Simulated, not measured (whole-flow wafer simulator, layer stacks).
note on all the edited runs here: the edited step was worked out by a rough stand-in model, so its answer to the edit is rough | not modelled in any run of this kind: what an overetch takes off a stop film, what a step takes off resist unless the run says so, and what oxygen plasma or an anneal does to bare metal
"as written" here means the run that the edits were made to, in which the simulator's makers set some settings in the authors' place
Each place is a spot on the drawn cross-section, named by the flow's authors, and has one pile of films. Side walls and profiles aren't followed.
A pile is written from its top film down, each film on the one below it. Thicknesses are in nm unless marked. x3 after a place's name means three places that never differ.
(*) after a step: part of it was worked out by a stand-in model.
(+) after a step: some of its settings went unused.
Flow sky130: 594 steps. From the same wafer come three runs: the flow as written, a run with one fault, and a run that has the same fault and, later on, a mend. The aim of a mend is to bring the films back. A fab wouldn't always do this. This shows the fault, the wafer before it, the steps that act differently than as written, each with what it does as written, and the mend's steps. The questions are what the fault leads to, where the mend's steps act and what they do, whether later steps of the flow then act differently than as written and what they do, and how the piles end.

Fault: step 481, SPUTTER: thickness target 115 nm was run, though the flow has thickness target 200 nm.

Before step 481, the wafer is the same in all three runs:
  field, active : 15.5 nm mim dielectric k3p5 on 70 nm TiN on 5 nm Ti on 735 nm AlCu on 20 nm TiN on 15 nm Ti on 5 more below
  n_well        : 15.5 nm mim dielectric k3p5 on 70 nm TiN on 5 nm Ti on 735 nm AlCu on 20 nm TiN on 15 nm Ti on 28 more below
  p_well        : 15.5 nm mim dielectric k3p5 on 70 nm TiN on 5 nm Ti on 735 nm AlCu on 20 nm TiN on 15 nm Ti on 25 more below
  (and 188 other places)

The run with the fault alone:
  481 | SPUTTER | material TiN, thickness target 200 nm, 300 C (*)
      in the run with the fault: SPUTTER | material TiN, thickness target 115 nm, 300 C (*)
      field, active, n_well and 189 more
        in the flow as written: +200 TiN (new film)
        in the run with the fault: +115 TiN (new film)
  Steps further on in the flow that do not act as written (4 more steps, not shown, differ only slightly: by at most 2% or 0.5 nm, whichever is larger):
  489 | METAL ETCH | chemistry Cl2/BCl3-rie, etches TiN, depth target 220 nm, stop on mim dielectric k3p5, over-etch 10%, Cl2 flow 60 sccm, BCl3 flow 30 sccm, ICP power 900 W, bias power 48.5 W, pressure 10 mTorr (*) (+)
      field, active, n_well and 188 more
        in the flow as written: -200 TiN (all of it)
        in the run with the fault: -115 TiN (all of it)
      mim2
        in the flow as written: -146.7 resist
        in the run with the fault: -84.3 resist
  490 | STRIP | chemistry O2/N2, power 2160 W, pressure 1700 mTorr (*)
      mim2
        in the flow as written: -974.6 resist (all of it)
        in the run with the fault: -1036.9 resist (all of it)
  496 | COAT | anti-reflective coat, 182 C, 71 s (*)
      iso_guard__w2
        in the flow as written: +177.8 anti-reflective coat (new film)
        in the run with the fault: +123.5 anti-reflective coat (new film)
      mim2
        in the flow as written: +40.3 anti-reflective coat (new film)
        in the run with the fault: +30 anti-reflective coat (new film)
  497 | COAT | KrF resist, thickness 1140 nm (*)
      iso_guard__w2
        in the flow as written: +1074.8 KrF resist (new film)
        in the run with the fault: +1111.5 KrF resist (new film)
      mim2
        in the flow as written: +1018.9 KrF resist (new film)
        in the run with the fault: +1092.6 KrF resist (new film)
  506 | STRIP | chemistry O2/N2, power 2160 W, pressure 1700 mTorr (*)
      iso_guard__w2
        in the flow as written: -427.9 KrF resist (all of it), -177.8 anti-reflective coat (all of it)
        in the run with the fault: -464.5 KrF resist (all of it), -123.5 anti-reflective coat (all of it)
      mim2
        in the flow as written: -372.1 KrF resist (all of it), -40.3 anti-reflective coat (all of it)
        in the run with the fault: -445.6 KrF resist (all of it), -30 anti-reflective coat (all of it)
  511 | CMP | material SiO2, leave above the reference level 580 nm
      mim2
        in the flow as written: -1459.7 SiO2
        in the run with the fault: -1374.7 SiO2
  By the end, the piles at mim2 depart from the flow's by more than 2% or 0.5 nm, whichever is larger.
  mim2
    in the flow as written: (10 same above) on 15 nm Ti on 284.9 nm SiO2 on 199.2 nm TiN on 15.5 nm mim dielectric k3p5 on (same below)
    in the run with the fault: (10 same above) on 15 nm Ti on 369.9 nm SiO2 on 114.2 nm TiN on 15.5 nm mim dielectric k3p5 on (same below)

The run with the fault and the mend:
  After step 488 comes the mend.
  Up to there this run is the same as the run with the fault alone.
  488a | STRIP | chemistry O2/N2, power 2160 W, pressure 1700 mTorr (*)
      mim2
        -1121.3 resist (all of it)
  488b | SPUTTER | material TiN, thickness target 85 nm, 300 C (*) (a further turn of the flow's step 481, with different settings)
      field, active, n_well and 189 more
        +85 TiN
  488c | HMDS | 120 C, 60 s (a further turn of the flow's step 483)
      alters no film at any place that is followed
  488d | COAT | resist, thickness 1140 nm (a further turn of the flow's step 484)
      field, active, n_well and 187 more
        +1140 resist (new film)
      m1, via3_hole
        +1140.6 resist (new film)
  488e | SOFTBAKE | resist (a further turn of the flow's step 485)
      alters no film at any place that is followed
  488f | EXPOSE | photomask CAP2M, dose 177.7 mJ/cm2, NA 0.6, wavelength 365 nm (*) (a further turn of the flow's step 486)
      alters no film at any place that is followed
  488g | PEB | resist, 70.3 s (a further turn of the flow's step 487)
      field, active, n_well and 189 more
        -18.7 resist
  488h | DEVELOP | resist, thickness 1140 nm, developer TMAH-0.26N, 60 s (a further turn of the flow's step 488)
      field, active, n_well and 186 more
        -1121.3 resist (all of it)
      m1, via3_hole
        -1121.9 resist (all of it)
  None of the later steps of the flow acts differently than as written at any place that is followed.
  At every place that both follow, the piles at the end match the flow's.
